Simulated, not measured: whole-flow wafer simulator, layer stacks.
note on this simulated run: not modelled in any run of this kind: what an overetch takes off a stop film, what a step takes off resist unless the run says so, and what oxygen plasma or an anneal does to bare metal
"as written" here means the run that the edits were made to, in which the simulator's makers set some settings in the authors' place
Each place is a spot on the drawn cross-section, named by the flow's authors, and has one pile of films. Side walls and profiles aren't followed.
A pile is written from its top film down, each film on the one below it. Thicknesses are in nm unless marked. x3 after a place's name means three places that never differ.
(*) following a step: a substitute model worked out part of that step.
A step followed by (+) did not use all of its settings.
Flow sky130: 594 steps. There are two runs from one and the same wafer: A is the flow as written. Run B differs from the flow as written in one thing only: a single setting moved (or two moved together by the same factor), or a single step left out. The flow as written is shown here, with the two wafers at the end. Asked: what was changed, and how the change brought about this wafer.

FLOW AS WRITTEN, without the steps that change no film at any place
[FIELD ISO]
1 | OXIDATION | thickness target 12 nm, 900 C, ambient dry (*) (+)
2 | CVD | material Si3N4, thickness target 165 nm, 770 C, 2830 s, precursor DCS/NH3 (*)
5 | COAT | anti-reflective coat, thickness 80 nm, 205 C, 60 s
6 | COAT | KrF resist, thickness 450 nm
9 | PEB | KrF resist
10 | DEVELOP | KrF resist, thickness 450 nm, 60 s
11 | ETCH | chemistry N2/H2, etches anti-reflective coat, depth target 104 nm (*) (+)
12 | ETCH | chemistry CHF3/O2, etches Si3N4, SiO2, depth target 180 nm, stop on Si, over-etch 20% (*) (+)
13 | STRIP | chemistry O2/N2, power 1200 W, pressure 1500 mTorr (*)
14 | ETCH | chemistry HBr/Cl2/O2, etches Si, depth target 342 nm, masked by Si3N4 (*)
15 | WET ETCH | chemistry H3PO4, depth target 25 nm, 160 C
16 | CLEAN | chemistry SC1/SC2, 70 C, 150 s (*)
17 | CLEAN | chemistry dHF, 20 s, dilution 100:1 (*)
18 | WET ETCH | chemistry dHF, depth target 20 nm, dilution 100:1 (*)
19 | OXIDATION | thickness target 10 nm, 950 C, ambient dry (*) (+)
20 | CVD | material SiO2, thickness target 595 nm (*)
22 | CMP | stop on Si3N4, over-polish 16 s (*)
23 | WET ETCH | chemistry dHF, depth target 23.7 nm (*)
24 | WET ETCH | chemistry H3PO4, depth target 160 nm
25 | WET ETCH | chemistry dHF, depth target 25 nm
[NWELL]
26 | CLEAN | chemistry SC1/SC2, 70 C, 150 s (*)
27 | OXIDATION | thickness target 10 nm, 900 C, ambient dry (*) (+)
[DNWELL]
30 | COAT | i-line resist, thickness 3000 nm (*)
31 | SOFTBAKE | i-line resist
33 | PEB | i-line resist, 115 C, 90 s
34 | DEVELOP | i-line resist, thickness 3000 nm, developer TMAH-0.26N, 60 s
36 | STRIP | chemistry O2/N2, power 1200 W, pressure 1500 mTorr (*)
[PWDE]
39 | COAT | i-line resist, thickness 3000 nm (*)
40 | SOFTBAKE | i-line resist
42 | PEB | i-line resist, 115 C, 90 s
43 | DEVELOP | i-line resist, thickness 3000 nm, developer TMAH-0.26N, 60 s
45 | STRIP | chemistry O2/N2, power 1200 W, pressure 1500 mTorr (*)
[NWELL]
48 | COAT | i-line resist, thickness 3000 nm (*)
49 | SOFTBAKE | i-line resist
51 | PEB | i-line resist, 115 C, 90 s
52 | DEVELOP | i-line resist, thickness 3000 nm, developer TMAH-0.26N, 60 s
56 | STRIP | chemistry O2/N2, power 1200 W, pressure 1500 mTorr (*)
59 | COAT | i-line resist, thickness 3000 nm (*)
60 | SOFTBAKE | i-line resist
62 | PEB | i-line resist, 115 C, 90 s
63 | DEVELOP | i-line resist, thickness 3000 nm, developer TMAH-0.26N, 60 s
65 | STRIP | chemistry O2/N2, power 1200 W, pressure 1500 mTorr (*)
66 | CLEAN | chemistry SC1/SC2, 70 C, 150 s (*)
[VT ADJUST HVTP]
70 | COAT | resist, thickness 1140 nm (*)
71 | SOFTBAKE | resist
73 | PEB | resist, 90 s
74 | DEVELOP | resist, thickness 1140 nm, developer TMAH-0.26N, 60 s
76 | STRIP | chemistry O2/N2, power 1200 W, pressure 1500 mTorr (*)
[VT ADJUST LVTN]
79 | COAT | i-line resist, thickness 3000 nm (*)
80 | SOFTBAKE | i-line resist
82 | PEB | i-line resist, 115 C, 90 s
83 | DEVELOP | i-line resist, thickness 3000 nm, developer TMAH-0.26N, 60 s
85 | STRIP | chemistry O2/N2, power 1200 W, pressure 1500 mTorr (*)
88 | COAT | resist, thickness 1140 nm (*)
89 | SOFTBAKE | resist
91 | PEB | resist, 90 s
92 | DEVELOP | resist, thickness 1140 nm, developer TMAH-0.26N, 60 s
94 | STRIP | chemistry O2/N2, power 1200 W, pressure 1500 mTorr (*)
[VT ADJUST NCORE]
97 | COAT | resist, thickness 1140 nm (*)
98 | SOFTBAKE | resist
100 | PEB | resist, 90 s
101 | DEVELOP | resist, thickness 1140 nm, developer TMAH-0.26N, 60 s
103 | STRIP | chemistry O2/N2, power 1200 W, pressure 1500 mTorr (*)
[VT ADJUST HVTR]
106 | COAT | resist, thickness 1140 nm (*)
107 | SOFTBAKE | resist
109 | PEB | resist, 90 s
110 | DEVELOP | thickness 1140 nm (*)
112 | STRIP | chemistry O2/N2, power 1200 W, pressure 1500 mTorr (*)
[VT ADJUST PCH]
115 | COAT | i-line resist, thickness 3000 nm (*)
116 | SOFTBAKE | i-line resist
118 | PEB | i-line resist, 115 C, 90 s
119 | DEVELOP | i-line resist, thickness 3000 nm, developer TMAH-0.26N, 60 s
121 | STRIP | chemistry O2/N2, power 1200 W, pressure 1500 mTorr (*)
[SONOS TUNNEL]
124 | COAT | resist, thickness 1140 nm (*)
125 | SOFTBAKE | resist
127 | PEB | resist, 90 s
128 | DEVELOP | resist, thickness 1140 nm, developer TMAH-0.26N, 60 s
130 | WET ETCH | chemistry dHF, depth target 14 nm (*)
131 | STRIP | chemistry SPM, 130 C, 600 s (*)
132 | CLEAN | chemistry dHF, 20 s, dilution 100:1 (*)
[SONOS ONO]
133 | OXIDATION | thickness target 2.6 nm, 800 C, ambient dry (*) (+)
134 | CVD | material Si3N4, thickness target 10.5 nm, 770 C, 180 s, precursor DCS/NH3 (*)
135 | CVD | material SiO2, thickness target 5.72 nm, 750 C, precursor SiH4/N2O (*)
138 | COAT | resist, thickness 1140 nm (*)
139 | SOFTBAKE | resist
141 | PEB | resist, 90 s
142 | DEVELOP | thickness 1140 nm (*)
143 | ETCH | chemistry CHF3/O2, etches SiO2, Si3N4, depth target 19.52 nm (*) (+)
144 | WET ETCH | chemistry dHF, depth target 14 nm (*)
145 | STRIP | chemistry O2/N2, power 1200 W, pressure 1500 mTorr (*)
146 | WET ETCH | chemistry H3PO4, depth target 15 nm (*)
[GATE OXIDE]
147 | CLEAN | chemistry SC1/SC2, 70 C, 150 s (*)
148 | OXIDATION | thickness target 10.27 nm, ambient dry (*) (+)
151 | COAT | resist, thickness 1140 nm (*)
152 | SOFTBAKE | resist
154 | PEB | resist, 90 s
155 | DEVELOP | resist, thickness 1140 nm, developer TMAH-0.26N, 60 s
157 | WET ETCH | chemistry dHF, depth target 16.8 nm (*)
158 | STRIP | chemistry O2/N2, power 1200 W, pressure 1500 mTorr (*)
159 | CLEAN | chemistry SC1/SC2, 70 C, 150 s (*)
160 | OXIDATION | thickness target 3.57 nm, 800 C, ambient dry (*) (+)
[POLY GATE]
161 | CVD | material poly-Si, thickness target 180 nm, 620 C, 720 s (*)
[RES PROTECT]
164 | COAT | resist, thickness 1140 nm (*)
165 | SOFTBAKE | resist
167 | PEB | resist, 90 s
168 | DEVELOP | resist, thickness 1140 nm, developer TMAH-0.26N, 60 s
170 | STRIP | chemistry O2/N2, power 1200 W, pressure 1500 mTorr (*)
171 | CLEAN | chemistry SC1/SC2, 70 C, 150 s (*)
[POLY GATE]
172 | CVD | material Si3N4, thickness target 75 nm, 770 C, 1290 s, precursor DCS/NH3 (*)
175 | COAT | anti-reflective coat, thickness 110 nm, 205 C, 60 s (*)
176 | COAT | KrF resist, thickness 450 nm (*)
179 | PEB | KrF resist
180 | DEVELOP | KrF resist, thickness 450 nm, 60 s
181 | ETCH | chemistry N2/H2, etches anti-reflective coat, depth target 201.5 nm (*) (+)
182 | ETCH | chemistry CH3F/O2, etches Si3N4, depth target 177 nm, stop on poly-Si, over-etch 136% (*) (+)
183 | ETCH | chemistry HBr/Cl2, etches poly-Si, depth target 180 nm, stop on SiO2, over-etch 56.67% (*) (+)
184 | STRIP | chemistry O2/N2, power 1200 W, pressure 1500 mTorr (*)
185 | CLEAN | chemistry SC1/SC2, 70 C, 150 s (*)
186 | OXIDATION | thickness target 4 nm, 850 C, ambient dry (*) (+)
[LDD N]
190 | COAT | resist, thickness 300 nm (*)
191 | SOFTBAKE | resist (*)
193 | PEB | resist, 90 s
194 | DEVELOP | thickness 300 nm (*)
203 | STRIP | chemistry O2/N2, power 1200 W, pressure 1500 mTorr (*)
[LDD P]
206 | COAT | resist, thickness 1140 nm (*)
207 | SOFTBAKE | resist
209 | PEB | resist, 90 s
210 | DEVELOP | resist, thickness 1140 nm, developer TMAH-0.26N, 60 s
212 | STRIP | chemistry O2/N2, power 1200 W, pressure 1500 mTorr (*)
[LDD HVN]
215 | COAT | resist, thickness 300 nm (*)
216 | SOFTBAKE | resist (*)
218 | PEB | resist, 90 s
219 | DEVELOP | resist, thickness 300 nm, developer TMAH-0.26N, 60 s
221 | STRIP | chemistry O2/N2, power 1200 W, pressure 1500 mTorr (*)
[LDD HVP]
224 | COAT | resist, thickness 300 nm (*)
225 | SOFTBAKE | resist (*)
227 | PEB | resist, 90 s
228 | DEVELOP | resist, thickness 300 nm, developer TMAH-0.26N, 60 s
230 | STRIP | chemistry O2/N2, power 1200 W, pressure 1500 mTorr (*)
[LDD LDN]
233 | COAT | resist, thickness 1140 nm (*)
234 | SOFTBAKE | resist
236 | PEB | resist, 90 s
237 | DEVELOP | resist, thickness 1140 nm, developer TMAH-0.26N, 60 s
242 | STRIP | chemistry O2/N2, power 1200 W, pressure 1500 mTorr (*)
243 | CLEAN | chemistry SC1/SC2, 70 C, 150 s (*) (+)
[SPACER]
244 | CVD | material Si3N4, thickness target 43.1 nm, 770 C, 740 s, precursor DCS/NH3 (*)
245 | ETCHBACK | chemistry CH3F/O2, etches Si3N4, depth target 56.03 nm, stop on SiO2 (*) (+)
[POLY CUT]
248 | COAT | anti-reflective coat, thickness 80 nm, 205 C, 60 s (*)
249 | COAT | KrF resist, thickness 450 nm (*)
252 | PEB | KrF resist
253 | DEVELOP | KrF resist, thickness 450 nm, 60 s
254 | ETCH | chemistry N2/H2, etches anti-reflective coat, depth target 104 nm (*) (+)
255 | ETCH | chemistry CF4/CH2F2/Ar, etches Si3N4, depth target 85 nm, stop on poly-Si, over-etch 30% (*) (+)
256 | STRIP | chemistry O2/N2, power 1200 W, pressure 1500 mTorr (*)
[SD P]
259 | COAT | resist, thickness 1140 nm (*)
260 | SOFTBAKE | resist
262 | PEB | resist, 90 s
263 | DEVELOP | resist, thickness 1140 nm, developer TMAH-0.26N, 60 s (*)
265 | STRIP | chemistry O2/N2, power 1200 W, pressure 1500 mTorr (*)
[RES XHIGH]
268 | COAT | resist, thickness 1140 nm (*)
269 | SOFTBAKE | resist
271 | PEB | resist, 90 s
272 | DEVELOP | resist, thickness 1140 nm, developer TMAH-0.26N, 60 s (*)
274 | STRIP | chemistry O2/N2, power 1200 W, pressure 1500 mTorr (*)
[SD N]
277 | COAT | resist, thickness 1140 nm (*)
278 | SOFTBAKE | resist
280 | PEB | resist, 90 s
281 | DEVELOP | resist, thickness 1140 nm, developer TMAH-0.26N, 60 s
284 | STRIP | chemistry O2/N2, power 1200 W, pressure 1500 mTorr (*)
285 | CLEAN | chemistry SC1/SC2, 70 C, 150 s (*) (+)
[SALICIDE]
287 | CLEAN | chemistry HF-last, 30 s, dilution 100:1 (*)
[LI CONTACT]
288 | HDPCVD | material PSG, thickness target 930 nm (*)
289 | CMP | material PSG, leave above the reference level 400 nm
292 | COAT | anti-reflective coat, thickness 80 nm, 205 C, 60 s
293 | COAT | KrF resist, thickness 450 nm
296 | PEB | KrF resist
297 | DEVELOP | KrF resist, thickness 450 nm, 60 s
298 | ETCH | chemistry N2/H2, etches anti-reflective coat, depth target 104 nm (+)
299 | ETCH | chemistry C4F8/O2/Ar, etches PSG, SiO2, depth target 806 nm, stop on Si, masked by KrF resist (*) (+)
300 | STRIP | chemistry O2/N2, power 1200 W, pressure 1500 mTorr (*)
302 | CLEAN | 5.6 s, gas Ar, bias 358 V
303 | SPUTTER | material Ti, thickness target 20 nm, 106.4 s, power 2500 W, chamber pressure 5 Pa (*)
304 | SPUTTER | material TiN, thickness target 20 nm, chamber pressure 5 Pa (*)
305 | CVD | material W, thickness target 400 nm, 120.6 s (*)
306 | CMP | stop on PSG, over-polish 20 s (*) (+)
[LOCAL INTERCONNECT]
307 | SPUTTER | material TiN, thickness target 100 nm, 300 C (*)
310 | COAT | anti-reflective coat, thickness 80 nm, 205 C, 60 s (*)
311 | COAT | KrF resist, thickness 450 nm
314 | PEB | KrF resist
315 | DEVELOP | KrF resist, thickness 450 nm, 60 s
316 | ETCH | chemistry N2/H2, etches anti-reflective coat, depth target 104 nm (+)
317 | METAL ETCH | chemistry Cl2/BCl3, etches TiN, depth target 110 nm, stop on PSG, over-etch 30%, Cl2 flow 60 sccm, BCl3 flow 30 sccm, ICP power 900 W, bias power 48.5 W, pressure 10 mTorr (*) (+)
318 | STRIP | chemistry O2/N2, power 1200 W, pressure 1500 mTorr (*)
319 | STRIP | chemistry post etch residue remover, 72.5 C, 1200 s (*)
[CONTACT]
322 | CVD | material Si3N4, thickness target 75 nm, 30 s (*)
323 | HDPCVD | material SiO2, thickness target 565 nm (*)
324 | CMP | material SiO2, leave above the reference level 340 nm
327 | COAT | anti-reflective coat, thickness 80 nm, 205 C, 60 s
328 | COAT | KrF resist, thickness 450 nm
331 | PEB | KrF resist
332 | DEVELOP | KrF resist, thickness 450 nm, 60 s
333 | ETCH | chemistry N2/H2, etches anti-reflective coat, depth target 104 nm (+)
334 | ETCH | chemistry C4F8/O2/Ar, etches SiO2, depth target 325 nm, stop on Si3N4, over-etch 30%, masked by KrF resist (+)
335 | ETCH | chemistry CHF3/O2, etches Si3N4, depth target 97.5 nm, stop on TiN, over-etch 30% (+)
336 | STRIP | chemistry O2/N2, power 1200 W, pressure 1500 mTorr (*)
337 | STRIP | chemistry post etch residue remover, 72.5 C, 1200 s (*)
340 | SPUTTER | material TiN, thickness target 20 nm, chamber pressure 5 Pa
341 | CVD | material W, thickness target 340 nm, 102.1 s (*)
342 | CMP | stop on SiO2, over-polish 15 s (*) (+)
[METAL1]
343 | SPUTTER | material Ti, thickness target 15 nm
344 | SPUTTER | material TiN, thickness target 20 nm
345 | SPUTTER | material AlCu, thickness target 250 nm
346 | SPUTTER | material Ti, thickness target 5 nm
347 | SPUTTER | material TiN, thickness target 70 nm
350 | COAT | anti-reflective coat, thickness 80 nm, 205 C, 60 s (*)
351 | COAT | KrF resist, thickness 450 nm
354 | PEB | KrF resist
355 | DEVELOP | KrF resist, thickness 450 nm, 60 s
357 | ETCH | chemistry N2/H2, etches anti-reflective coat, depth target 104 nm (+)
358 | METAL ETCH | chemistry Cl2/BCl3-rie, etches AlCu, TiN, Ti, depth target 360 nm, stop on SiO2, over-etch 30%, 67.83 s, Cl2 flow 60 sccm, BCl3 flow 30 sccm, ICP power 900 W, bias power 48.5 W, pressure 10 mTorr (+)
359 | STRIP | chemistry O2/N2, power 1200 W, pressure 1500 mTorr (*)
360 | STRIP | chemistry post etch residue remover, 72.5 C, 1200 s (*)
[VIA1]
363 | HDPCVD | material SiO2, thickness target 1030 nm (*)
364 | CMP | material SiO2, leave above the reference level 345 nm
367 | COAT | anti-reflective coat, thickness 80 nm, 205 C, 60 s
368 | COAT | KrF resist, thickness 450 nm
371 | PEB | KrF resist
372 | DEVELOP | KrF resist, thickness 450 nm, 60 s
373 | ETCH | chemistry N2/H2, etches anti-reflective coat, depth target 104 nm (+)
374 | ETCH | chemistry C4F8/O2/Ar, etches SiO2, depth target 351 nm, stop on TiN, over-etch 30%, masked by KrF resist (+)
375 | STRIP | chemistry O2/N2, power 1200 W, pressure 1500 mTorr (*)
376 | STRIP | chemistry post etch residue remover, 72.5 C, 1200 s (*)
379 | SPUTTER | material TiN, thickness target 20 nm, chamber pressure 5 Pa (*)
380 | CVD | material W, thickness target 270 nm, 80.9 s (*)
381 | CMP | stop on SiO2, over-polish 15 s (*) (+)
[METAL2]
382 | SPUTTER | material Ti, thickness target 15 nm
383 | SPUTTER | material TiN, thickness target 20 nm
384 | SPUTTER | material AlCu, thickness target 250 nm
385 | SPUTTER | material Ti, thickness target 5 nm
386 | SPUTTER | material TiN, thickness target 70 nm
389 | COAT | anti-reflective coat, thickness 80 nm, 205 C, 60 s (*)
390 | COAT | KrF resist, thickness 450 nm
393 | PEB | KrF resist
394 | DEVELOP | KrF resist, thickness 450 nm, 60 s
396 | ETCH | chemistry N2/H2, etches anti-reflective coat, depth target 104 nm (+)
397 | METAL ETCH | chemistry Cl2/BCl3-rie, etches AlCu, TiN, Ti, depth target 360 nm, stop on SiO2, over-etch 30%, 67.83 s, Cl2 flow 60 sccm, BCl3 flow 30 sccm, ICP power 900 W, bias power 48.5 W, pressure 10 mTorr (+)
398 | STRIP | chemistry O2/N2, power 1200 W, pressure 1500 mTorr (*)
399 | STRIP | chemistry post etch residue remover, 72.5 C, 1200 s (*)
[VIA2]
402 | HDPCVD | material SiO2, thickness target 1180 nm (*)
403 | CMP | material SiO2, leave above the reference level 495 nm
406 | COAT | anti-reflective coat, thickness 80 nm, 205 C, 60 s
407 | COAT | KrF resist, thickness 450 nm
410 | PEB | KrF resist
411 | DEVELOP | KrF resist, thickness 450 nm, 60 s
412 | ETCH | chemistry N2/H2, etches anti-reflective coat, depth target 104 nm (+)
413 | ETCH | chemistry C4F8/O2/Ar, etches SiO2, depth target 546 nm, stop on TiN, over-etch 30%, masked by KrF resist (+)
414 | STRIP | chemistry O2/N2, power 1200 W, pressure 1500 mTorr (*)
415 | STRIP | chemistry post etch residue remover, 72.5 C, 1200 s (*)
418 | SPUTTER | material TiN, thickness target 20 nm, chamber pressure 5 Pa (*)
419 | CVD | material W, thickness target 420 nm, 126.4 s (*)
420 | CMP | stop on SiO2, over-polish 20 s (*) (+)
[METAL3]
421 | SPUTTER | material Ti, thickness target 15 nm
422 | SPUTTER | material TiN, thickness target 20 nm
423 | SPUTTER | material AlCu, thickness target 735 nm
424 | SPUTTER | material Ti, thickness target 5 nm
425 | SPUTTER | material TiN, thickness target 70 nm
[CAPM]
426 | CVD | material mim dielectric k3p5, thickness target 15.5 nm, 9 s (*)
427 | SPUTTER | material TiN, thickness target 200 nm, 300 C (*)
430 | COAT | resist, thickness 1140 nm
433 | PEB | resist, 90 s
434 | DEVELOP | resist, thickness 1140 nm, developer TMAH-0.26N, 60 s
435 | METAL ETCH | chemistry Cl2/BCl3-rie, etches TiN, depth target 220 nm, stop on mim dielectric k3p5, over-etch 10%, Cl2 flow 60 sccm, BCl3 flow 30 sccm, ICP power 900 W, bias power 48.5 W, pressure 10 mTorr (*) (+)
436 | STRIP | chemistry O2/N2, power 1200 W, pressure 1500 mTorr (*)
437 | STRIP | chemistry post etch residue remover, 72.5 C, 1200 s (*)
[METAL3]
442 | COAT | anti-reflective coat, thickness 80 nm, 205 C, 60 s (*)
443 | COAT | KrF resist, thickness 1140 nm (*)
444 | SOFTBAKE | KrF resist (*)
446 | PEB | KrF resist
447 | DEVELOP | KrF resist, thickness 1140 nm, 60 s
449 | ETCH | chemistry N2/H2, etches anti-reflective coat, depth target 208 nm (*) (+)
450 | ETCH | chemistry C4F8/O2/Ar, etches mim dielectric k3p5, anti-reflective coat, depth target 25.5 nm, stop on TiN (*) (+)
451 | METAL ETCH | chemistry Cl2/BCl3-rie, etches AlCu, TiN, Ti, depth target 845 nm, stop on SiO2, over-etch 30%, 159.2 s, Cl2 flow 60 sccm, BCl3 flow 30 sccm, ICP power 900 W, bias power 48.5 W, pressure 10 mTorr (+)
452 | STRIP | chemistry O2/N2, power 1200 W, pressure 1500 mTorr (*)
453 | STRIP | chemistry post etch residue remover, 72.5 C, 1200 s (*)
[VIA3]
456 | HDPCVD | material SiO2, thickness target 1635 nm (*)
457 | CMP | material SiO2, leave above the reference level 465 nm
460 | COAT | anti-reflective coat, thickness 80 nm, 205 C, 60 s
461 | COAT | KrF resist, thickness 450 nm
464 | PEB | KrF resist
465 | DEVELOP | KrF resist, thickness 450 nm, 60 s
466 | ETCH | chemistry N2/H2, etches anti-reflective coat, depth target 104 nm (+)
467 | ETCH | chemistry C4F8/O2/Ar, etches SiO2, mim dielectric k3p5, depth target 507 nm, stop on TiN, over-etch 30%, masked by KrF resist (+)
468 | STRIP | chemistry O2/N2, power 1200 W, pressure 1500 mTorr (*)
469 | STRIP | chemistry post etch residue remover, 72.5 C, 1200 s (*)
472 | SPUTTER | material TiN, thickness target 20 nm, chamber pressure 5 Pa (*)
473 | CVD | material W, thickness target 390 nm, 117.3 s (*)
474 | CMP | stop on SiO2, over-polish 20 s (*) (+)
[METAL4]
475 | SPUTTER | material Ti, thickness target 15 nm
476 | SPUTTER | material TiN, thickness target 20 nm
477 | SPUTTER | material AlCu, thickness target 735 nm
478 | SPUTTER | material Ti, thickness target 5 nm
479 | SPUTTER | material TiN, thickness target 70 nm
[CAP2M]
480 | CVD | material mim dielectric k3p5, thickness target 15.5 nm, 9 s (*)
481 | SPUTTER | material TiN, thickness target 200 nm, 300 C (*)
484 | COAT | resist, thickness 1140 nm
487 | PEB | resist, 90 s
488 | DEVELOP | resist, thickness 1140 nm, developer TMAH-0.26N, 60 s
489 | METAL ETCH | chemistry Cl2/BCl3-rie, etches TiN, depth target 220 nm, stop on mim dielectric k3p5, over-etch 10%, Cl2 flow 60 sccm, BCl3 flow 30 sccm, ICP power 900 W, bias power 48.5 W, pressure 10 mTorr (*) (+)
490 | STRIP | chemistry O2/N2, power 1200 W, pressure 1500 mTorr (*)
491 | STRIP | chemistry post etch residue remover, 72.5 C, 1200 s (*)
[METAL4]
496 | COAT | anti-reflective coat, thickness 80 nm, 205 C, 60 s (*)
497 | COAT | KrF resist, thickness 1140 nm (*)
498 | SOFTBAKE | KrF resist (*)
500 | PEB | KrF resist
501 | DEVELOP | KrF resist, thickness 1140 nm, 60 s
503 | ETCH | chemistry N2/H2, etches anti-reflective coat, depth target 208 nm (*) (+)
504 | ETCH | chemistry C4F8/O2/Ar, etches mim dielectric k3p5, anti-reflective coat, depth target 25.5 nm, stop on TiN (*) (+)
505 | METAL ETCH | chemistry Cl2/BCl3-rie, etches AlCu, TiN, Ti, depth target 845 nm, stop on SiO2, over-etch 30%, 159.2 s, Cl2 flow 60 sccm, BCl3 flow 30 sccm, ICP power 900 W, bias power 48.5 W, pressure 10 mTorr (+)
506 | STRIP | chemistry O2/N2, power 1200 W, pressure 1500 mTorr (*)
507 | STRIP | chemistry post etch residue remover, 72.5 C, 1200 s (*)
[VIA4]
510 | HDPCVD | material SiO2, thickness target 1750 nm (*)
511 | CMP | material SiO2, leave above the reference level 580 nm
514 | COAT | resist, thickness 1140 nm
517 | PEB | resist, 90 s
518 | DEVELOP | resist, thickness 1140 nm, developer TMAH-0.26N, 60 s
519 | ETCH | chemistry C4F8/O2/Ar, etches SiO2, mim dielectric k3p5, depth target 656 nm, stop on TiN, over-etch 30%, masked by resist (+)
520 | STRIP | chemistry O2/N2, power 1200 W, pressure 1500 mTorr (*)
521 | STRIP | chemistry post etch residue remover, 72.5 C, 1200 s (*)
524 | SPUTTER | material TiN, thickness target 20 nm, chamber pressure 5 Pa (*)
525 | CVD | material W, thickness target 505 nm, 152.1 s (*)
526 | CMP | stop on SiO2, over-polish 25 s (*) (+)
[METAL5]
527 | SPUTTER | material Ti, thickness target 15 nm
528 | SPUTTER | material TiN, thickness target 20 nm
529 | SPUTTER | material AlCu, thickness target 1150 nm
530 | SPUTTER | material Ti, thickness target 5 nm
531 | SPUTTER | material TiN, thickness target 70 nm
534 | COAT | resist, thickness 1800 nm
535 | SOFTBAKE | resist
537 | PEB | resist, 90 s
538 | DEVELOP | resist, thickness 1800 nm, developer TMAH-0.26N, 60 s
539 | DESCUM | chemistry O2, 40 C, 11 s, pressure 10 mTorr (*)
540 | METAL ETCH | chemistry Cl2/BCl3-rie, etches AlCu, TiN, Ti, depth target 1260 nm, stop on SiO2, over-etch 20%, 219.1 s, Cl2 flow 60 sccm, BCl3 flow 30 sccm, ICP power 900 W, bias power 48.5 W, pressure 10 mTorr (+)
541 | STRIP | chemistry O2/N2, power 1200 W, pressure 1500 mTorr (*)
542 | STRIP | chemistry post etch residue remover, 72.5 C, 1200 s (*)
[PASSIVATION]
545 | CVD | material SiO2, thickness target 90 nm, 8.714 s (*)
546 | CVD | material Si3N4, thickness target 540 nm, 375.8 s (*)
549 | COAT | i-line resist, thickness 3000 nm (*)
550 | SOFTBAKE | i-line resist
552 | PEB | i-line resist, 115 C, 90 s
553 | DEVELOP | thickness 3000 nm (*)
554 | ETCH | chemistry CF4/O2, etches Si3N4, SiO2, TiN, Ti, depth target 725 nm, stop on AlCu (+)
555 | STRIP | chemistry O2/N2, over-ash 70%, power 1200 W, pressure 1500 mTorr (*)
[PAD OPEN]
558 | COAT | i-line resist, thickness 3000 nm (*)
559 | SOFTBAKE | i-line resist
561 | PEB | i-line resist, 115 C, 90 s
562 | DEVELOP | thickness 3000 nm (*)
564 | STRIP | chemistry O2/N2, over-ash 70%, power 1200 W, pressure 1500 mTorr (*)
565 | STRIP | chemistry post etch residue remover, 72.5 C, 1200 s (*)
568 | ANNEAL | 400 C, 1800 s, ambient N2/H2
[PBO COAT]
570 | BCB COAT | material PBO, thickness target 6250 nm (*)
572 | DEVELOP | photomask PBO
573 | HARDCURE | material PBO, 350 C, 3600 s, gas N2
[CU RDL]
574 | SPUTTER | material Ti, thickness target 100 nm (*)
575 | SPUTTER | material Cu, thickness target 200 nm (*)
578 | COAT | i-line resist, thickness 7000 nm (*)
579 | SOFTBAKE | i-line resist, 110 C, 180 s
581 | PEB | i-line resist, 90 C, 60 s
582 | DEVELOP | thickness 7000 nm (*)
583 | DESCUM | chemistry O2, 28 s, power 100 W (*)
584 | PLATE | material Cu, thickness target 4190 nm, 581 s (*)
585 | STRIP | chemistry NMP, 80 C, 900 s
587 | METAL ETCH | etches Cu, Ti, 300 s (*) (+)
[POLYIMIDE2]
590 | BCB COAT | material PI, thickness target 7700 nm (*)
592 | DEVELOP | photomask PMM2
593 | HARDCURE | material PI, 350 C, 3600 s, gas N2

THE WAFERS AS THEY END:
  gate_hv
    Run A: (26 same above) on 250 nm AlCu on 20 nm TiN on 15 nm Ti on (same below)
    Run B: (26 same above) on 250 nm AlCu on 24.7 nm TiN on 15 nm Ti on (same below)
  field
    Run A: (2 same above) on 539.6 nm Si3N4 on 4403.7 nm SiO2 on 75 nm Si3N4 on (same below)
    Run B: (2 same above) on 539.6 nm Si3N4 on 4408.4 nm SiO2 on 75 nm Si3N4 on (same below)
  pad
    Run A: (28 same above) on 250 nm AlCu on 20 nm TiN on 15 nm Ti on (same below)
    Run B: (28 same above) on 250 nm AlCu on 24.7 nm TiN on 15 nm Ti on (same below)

What caused this: step 344, SPUTTER: thickness target 24.7 nm was run, though the flow has thickness target 20 nm.
The wafer itself shows it: gate_hv has TiN 24.7, and step 344 as written asks for 20 nm.

Step by step, how the change led to this:
  344 | SPUTTER | material TiN, thickness target 20 nm
      field, active, n_well and 188 more: A TiN gains 20 (new film) | B TiN gains 24.7 (new film)
  358 | METAL ETCH | chemistry Cl2/BCl3-rie, etches AlCu, TiN, Ti, depth target 360 nm, stop on SiO2, over-etch 30%, 67.83 s, Cl2 flow 60 sccm, BCl3 flow 30 sccm, ICP power 900 W, bias power 48.5 W, pressure 10 mTorr (+)
      field, active, gate and 81 more: A TiN loses 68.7 (all of it), Ti loses 5 (all of it), AlCu loses 250 (all of it), TiN loses 20 (all of it), Ti loses 15 (all of it), SiO2 loses 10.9 | B TiN loses 68.7 (all of it), Ti loses 5 (all of it), AlCu loses 250 (all of it), TiN loses 24.7 (all of it), Ti loses 15 (all of it), SiO2 loses 10.5
